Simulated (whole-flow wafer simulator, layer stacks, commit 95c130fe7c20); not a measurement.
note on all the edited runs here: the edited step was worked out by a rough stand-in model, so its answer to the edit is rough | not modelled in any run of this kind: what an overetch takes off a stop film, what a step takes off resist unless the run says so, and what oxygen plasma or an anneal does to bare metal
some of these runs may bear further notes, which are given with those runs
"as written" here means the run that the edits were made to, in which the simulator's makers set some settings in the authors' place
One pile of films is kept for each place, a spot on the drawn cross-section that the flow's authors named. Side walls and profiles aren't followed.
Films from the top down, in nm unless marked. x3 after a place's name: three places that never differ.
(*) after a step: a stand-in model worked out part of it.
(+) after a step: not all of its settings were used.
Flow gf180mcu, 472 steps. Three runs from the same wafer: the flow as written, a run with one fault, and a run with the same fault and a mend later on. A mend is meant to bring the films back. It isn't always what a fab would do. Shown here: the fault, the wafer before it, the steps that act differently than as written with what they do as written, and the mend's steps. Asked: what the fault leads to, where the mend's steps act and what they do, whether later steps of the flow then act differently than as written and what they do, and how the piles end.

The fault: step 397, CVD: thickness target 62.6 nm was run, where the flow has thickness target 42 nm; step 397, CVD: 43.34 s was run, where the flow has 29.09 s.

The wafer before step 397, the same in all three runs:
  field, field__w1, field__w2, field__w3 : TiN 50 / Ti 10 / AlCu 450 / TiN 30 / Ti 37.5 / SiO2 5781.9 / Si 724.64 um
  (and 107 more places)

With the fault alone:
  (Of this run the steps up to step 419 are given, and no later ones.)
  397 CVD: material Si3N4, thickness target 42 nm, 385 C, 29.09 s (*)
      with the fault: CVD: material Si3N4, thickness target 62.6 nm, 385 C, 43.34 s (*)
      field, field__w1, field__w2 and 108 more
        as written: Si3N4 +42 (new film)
        with the fault: Si3N4 +62.5 (new film)
  Later steps of the flow that act differently than as written:
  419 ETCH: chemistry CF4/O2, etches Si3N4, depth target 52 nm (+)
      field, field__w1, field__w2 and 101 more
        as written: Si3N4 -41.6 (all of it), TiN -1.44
        with the fault: Si3N4 -52
  After step 419 the piles differ from the flow's by more than 2% or 0.5 nm, whichever is larger, at field, field__w1, field__w2 and 109 more.
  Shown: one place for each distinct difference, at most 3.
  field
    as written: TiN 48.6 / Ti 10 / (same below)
    with the fault: Si3N4 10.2 / TiN 50 / Ti 10 / (same below)
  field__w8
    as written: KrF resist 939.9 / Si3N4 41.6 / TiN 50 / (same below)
    with the fault: KrF resist 939.9 / Si3N4 62.2 / TiN 50 / (same below)
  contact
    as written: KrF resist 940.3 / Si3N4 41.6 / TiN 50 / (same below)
    with the fault: KrF resist 940.3 / Si3N4 62.2 / TiN 50 / (same below)

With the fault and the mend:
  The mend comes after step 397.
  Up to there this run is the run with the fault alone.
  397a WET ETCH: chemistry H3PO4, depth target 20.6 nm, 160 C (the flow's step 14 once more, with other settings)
      field, field__w1, field__w2 and 108 more
        Si3N4 -20.6
  No later step of the flow acts differently than as written, at any place that is followed, by more than 2% or 0.5 nm, whichever is larger.
  At the end the piles differ from the flow's only slightly at the places that both follow, by at most 2% or 0.5 nm, whichever is larger.
